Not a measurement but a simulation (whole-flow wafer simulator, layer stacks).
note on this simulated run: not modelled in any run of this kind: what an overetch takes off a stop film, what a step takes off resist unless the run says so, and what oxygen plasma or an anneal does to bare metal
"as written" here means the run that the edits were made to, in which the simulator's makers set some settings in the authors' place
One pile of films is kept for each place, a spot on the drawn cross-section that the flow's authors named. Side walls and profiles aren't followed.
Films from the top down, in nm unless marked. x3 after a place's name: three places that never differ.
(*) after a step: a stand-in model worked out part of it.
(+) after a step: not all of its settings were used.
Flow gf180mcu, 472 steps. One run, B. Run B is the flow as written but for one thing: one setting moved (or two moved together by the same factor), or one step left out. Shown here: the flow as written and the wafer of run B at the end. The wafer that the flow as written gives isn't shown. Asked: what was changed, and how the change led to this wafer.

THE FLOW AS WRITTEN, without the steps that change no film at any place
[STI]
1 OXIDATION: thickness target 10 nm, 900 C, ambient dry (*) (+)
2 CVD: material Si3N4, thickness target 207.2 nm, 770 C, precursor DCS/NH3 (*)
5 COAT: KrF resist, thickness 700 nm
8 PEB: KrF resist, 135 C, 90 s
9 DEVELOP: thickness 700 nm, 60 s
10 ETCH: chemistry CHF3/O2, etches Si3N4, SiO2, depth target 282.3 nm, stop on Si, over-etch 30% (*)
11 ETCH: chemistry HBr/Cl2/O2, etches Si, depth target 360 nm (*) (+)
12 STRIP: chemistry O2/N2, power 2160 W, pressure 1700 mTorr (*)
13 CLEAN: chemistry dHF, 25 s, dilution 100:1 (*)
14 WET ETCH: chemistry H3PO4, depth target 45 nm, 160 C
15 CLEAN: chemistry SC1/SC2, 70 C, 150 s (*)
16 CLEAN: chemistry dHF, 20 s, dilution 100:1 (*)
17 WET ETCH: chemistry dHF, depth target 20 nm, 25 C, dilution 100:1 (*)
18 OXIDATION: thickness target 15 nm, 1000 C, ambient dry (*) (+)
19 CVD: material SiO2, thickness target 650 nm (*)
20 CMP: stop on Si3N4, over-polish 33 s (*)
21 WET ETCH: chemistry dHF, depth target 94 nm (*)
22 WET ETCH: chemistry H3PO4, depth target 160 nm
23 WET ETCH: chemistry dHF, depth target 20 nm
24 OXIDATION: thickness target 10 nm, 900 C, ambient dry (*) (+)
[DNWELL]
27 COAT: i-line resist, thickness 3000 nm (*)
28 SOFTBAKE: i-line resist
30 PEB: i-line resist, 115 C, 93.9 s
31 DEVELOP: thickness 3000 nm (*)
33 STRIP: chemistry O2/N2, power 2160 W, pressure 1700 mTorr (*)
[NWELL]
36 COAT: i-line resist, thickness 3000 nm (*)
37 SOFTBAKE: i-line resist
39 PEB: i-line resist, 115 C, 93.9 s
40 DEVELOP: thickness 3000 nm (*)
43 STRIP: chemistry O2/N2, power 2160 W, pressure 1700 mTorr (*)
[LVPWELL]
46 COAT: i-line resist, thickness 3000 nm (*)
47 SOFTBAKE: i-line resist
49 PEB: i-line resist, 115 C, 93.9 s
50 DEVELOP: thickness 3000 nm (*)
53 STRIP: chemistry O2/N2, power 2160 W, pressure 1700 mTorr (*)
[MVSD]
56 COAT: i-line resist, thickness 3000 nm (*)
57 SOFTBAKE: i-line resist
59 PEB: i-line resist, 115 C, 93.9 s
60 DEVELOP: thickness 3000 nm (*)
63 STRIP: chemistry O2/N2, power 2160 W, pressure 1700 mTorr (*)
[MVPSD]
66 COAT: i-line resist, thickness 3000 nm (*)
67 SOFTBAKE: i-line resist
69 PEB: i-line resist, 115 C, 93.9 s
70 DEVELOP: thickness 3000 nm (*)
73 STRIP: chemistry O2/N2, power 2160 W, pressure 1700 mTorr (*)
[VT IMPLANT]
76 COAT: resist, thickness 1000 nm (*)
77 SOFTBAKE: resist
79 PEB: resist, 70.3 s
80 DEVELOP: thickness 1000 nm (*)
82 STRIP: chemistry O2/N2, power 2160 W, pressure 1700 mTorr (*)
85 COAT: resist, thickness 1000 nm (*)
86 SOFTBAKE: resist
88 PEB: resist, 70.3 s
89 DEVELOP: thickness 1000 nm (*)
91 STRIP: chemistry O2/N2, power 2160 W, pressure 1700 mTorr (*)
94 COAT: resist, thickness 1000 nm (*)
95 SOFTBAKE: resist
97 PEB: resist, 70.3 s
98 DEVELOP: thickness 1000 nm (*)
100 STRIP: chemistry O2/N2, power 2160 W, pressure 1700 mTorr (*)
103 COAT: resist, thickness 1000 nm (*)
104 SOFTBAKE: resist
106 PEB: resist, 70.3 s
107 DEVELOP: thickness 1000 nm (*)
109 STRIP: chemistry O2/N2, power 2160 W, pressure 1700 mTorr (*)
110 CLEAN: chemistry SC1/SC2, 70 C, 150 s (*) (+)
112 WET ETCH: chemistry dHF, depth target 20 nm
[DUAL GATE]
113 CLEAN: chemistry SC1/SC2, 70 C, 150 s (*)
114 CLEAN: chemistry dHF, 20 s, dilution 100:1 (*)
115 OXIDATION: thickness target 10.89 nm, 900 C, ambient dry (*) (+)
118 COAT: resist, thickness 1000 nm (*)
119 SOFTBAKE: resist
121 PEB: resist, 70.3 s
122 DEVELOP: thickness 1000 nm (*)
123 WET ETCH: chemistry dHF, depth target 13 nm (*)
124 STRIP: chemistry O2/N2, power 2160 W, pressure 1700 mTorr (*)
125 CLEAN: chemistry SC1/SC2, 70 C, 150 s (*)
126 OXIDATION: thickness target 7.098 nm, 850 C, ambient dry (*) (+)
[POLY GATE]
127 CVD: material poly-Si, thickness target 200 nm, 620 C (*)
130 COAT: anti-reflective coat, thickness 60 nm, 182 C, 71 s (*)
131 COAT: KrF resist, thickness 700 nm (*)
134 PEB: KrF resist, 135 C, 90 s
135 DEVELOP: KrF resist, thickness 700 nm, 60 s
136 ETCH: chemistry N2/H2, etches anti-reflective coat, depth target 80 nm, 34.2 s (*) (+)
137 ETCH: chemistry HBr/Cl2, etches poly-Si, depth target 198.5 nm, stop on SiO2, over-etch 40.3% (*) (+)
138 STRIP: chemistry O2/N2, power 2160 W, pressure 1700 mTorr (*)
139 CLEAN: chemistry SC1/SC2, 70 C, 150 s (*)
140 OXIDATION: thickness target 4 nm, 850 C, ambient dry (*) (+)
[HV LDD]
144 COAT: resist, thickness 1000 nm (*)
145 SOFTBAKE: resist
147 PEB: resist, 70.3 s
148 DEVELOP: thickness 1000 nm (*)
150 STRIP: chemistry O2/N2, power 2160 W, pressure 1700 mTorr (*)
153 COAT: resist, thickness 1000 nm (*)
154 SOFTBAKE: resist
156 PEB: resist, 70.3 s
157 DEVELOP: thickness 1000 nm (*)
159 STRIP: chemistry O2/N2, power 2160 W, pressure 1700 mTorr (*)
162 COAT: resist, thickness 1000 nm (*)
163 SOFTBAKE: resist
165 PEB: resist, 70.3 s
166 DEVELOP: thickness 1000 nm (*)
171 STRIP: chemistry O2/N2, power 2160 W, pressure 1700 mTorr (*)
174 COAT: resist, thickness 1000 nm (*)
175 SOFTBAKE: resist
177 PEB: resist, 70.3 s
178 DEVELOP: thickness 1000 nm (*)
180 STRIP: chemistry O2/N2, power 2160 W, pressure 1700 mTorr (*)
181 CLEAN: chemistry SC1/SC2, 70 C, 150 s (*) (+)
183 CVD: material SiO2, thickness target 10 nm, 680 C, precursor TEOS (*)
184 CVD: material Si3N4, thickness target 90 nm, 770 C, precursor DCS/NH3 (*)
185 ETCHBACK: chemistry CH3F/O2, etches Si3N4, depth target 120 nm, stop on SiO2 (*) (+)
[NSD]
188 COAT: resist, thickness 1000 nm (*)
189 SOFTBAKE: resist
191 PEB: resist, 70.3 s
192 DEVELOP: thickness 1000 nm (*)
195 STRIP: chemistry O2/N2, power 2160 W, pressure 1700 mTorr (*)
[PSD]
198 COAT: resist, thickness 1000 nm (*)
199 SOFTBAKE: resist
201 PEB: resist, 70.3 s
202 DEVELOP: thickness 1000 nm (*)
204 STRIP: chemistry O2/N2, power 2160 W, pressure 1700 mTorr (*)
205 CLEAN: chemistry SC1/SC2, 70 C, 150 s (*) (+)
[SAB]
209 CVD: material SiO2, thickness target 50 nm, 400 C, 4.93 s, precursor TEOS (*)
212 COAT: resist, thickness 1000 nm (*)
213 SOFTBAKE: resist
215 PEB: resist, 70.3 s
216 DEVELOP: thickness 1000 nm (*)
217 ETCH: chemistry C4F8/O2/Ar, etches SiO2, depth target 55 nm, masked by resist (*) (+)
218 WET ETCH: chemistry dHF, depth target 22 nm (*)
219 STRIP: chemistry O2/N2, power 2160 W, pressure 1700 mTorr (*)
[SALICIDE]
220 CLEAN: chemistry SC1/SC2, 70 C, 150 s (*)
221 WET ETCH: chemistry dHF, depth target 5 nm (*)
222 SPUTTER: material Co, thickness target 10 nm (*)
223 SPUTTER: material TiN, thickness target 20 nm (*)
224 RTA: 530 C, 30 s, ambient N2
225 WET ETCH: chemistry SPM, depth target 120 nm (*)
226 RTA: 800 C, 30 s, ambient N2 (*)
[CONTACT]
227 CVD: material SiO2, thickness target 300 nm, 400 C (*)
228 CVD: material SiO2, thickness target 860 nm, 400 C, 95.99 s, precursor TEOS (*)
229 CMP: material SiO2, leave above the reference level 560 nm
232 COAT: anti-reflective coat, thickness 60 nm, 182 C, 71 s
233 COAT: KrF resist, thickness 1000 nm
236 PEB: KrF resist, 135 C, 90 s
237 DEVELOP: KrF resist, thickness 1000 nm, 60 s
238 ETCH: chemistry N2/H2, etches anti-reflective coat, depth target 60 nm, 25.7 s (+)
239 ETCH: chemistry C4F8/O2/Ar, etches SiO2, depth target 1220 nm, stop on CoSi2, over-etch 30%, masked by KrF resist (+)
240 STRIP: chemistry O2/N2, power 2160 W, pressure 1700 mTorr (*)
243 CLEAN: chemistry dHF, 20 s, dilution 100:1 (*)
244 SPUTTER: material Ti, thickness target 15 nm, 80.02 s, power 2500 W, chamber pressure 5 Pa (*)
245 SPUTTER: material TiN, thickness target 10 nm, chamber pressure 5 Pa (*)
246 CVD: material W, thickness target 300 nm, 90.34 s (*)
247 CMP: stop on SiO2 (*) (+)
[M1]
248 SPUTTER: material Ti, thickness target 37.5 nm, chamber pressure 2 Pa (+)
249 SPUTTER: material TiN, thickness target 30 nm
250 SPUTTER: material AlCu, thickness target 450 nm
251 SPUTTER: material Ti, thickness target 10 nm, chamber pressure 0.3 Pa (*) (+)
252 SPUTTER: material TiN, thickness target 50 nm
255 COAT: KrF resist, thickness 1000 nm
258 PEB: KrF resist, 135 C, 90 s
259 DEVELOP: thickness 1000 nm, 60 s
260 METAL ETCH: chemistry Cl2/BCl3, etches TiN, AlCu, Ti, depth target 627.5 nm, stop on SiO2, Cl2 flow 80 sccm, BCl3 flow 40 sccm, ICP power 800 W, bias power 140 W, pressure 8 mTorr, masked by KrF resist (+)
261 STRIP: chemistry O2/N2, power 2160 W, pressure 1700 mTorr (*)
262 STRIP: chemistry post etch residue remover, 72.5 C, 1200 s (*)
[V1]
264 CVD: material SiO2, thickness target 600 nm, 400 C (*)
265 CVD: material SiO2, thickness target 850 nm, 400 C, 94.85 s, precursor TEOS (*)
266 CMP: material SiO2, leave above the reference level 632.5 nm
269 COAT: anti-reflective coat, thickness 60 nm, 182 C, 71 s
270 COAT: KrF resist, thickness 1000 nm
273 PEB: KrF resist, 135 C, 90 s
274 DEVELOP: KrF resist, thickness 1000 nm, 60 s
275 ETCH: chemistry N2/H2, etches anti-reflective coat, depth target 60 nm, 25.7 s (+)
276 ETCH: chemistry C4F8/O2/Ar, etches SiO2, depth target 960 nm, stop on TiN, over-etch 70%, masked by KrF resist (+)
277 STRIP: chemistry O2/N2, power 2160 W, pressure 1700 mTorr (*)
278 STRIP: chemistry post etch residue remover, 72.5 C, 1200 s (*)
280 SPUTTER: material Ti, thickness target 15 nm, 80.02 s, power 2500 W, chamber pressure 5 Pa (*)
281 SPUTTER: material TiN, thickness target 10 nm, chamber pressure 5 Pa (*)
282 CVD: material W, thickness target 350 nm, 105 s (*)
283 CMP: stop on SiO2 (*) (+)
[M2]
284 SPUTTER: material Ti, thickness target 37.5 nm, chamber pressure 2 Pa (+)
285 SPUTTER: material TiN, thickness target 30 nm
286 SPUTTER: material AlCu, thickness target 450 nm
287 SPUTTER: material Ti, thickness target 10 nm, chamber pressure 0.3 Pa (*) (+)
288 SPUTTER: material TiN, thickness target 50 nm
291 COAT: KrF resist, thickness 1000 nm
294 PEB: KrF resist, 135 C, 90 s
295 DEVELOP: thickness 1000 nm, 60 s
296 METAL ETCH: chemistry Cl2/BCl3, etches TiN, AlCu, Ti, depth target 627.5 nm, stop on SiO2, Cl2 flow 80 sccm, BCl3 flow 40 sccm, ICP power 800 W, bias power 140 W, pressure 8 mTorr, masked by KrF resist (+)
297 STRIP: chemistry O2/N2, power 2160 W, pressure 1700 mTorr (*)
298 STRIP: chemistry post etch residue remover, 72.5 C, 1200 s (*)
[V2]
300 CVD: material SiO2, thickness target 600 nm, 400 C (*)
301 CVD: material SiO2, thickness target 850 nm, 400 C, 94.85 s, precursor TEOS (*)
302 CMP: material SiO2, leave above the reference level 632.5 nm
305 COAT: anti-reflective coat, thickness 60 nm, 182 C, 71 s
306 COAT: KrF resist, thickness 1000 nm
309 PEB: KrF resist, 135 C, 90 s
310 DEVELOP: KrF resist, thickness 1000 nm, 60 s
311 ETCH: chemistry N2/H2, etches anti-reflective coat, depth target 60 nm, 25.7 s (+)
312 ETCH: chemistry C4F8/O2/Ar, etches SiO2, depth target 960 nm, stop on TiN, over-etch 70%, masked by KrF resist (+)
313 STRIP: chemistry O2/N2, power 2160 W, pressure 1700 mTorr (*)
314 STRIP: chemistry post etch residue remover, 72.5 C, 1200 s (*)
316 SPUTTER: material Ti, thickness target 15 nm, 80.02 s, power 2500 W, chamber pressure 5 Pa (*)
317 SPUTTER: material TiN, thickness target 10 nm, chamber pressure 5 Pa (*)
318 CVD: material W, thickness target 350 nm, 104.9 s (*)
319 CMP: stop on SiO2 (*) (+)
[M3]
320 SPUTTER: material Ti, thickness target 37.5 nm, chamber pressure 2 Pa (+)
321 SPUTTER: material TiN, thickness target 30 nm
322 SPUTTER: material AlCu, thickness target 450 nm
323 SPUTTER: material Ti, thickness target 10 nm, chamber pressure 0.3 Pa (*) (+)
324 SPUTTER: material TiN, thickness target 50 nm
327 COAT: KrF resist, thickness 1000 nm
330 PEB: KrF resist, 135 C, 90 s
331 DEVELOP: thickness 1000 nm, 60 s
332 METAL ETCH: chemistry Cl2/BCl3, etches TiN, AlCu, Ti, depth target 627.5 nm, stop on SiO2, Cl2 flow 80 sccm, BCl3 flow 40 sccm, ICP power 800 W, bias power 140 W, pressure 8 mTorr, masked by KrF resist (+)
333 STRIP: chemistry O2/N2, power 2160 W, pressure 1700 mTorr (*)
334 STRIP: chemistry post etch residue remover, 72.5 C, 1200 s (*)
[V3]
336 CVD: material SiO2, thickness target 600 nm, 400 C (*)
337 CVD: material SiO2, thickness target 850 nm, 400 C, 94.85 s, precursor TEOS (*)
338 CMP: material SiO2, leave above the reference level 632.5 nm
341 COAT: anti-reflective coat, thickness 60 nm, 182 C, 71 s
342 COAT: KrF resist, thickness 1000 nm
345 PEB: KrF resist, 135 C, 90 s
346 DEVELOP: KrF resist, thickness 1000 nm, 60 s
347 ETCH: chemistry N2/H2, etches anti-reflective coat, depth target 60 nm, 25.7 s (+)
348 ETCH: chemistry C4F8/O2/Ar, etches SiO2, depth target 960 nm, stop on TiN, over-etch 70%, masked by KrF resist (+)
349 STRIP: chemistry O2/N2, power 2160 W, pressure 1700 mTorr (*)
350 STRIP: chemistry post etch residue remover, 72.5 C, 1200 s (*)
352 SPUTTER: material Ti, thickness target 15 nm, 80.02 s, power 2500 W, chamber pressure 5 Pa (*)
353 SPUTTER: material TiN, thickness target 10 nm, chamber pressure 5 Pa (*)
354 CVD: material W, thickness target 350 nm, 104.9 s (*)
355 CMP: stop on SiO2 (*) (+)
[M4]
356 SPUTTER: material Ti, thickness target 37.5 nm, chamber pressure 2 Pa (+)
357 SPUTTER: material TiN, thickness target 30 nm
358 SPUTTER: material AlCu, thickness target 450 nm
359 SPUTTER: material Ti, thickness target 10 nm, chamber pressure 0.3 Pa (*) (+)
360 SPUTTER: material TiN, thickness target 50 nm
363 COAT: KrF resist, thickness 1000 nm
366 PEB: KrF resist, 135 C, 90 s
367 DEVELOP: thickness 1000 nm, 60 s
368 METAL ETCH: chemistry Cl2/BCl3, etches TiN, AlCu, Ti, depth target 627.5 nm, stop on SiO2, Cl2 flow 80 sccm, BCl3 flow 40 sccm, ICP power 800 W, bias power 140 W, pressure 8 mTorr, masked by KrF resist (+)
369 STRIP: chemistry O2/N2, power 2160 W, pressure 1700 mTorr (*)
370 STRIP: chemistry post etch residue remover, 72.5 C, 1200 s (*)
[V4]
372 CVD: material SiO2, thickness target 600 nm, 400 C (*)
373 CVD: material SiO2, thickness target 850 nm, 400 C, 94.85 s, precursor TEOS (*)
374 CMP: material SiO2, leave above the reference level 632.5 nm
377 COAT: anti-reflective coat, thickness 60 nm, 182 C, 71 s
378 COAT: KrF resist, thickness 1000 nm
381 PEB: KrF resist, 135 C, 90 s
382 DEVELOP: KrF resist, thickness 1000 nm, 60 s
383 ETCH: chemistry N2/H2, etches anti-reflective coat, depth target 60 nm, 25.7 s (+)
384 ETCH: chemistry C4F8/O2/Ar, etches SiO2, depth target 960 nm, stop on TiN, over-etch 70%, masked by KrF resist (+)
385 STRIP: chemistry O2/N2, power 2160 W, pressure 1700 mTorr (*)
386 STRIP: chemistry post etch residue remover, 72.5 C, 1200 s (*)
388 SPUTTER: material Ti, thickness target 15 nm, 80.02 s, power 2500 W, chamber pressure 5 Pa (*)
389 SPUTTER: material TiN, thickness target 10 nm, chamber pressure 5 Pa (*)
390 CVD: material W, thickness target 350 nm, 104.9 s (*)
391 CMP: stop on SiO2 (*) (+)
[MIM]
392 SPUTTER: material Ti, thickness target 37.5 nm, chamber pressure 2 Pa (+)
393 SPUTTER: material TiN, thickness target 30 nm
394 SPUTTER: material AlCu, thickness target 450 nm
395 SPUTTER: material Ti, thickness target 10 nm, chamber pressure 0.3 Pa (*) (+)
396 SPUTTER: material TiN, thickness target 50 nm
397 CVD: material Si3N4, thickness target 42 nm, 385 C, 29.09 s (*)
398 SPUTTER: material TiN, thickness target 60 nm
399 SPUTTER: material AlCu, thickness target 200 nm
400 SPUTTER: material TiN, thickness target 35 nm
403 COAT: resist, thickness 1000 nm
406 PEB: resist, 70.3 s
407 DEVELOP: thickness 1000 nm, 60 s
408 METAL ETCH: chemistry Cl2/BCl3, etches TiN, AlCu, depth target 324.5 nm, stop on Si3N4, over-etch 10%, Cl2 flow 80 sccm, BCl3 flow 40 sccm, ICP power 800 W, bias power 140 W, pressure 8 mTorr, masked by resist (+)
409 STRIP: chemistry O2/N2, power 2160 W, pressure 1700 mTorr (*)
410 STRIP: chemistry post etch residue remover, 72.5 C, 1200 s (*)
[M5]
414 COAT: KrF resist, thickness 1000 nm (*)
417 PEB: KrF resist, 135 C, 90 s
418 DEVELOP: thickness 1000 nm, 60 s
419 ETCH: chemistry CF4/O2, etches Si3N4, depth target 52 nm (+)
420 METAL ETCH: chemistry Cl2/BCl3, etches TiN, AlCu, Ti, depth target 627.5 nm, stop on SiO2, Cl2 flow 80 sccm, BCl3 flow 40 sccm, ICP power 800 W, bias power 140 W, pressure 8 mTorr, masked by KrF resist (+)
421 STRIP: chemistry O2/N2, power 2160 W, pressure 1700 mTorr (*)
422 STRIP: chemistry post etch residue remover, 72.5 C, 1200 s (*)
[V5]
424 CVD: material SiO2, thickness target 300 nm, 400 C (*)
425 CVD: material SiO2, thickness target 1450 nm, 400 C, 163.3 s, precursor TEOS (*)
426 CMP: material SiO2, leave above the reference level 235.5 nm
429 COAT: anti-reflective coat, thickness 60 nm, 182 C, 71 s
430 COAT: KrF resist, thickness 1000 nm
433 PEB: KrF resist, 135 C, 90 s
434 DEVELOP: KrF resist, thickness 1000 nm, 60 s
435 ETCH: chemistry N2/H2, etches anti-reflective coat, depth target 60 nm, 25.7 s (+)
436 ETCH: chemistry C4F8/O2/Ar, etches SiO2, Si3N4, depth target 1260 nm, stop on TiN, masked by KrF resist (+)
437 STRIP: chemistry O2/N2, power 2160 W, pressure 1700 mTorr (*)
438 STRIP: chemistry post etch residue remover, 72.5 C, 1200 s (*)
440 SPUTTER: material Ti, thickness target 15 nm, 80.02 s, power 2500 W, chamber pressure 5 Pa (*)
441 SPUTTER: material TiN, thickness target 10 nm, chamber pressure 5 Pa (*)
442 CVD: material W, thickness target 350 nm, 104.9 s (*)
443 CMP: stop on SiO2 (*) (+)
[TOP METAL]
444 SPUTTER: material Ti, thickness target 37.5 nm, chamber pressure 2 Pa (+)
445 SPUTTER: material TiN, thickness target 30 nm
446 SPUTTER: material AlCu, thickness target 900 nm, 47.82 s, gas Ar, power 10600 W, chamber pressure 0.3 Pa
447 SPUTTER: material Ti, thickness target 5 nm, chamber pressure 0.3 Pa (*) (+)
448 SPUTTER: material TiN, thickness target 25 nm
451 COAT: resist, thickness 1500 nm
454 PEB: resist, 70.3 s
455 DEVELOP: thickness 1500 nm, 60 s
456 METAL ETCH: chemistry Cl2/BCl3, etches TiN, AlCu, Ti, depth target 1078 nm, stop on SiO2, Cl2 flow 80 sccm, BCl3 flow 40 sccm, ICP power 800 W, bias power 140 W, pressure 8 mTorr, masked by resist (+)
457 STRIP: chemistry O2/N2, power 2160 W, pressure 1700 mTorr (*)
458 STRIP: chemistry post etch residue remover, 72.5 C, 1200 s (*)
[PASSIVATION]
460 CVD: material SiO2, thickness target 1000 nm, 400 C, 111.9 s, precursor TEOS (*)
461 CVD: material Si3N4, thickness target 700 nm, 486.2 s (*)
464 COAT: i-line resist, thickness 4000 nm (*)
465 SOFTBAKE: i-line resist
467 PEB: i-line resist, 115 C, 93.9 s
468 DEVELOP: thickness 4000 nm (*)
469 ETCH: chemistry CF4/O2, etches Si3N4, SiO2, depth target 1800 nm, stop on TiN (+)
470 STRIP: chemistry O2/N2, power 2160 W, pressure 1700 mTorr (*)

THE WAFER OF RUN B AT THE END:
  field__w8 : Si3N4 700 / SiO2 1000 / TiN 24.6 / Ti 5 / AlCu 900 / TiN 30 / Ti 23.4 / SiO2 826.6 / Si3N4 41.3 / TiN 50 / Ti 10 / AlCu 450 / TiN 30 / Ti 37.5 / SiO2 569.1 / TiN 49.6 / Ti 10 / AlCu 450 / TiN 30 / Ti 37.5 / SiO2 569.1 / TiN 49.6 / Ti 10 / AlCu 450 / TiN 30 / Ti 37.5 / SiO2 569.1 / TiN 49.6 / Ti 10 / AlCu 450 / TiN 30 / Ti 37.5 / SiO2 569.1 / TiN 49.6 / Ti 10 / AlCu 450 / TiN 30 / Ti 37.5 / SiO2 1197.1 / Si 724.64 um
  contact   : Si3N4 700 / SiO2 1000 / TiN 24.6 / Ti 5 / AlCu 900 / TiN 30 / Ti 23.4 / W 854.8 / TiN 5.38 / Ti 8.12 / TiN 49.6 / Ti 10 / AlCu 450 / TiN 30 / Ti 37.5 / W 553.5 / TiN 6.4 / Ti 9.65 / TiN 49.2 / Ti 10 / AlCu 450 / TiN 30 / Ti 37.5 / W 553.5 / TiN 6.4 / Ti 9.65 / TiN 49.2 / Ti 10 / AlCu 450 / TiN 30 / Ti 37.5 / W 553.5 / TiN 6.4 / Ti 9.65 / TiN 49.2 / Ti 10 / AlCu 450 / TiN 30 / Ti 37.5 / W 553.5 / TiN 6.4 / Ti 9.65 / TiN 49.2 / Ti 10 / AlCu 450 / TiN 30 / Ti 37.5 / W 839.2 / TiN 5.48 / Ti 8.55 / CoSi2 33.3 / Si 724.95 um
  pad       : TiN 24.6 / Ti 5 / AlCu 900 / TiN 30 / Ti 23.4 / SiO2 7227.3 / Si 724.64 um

The cause: step 444, SPUTTER: thickness target 23.4 nm was run, where the flow has thickness target 37.5 nm.
It can be read off the wafer: field__w8 has Ti 23.4, and step 444 as written asks for 37.5 nm.

How the change led to this, step by step:
  444 SPUTTER: material Ti, thickness target 37.5 nm, chamber pressure 2 Pa (+)
      field, field__w1, field__w2 and 109 more: Ti +23.4 (new film) (as written it would be: Ti +37.5 (new film))
  456 METAL ETCH: chemistry Cl2/BCl3, etches TiN, AlCu, Ti, depth target 1078 nm, stop on SiO2, Cl2 flow 80 sccm, BCl3 flow 40 sccm, ICP power 800 W, bias power 140 W, pressure 8 mTorr, masked by resist (+)
      field, field__w1, field__w2 and 103 more: TiN -25 (all of it), Ti -5 (all of it), AlCu -900 (all of it), TiN -30 (all of it), Ti -23.4 (all of it) (as written it would be: TiN -25 (all of it), Ti -5 (all of it), AlCu -900 (all of it), TiN -30 (all of it), Ti -37.5 (all of it))
  465 SOFTBAKE: i-line resist
      field__w11, field__w13: i-line resist +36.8 (as written it would be: i-line resist +37.6)
      ld_acc_p, ld_fp_p: i-line resist +33.1 (as written it would be: i-line resist +33.8)
      (and at 36 more places)
